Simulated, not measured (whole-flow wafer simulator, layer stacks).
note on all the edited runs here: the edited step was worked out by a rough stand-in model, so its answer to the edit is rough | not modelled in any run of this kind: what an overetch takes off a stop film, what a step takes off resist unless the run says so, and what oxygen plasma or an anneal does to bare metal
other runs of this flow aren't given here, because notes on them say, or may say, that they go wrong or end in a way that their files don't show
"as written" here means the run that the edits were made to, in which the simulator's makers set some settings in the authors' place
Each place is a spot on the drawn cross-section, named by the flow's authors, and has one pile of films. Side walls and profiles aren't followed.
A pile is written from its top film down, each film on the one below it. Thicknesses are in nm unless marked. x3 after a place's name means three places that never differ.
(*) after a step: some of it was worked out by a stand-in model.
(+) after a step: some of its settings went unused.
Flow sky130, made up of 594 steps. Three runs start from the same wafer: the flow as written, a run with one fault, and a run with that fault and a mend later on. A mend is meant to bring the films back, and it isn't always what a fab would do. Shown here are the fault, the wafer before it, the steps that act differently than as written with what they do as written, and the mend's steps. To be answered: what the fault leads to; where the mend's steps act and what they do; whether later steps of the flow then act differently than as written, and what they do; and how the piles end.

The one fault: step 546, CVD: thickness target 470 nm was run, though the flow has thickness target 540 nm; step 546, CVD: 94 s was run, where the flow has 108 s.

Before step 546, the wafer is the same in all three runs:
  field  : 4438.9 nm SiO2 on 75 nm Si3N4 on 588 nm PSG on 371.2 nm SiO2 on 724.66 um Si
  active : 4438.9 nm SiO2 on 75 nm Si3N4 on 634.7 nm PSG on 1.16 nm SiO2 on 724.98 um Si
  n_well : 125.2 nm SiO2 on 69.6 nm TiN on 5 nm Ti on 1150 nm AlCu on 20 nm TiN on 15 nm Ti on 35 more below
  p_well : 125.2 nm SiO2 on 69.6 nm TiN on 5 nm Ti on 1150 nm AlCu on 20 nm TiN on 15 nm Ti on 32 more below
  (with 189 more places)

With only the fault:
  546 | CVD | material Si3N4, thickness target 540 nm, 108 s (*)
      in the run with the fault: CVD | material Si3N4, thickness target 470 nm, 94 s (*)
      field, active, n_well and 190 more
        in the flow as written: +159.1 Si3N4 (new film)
        in the run with the fault: +138.5 Si3N4 (new film)
  Later steps of the flow acting differently than as written (not shown: 17 more steps that differ only slightly, by at most 2% or 0.5 nm, whichever is larger):
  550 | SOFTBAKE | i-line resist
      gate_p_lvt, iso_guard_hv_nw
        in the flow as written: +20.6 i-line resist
        in the run with the fault: +19.9 i-line resist
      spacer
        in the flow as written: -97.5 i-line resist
        in the run with the fault: -94.2 i-line resist
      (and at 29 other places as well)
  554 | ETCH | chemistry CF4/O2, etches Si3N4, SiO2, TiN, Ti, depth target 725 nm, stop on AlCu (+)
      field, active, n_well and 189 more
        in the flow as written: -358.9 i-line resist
        in the run with the fault: -338.3 i-line resist
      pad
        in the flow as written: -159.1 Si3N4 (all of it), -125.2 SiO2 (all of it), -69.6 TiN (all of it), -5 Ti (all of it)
        in the run with the fault: -138.5 Si3N4 (all of it), -125.2 SiO2 (all of it), -69.6 TiN (all of it), -5 Ti (all of it)
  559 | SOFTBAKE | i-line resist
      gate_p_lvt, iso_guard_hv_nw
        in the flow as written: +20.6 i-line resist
        in the run with the fault: +19.9 i-line resist
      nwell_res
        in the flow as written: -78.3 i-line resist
        in the run with the fault: -76.4 i-line resist
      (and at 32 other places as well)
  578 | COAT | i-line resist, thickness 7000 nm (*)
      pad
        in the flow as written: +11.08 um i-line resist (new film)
        in the run with the fault: +11.06 um i-line resist (new film)
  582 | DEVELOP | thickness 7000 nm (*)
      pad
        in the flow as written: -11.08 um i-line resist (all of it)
        in the run with the fault: -11.06 um i-line resist (all of it)
  At field, active, n_well and 189 more, the piles at the end differ from the flow's by more than 2% or 0.5 nm, whichever is larger.
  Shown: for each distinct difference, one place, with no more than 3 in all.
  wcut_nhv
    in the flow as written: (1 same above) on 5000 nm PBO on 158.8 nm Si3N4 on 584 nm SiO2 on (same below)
    in the run with the fault: (1 same above) on 5000 nm PBO on 138.2 nm Si3N4 on 584 nm SiO2 on (same below)
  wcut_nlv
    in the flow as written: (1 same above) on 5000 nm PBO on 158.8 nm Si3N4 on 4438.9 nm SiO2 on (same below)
    in the run with the fault: (1 same above) on 5000 nm PBO on 138.2 nm Si3N4 on 4438.9 nm SiO2 on (same below)
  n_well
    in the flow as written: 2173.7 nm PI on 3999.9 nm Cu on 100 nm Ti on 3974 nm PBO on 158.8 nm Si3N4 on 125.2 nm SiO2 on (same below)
    in the run with the fault: 2173.5 nm PI on 3999.9 nm Cu on 100 nm Ti on 3974 nm PBO on 138.2 nm Si3N4 on 125.2 nm SiO2 on (same below)

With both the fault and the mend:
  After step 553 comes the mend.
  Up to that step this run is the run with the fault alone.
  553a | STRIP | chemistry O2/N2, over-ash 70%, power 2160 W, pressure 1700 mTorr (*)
      gate_hv, dice_street, iso_guard and 83 more
        -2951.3 i-line resist (all of it)
      n_well, p_well, sd_n, sd_p
        -1699.7 i-line resist (all of it)
      mim_edge_plate_strap, mim_edge_plate, mim_edge_gap, mim_edge_gap_sheet
        -2961.8 i-line resist (all of it)
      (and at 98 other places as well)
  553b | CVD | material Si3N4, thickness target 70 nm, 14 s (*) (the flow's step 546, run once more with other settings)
      field, active, n_well and 190 more
        +20.7 Si3N4
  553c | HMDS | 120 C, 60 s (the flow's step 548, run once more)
      leaves every film unchanged at each place that is followed
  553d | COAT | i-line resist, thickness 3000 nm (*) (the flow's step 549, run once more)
      gate_hv, dice_street, iso_guard and 83 more
        +3000 i-line resist (new film)
      n_well, p_well, sd_n, sd_p, pad
        +1726 i-line resist (new film)
      active, active_p_lvt, field_nw, iso_guard_nw
        +3005.4 i-line resist (new film)
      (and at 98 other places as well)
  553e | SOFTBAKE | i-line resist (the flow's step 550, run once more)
      drift_dnw, rpo_hd_licon
        -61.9 i-line resist
      gate_p_lvt, iso_guard_hv_nw
        +20.6 i-line resist
      field
        -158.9 i-line resist
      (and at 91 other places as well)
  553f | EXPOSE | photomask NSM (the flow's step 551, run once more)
      leaves every film unchanged at each place that is followed
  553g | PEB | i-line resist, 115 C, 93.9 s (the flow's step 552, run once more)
      gate_hv, dice_street, iso_guard and 92 more
        -48.7 i-line resist
      gate, spacer, sonos_cell and 15 more
        -49.2 i-line resist
      vpp_tail, sti_nw, ndiff_ln and 8 more
        -48.8 i-line resist
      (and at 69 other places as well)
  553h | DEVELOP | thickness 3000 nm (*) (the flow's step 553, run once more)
      mim, pwell_dnw, vpp_tail and 17 more
        -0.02 i-line resist
      pad
        -1699.7 i-line resist (all of it)
  Every later step of the flow that is run acts as written, at every place that is followed, to within 2% or 0.5 nm, whichever is larger.
  When the end is reached, the piles differ only a little from the flow's at the places that both follow, at most by 2% or 0.5 nm, whichever is larger.
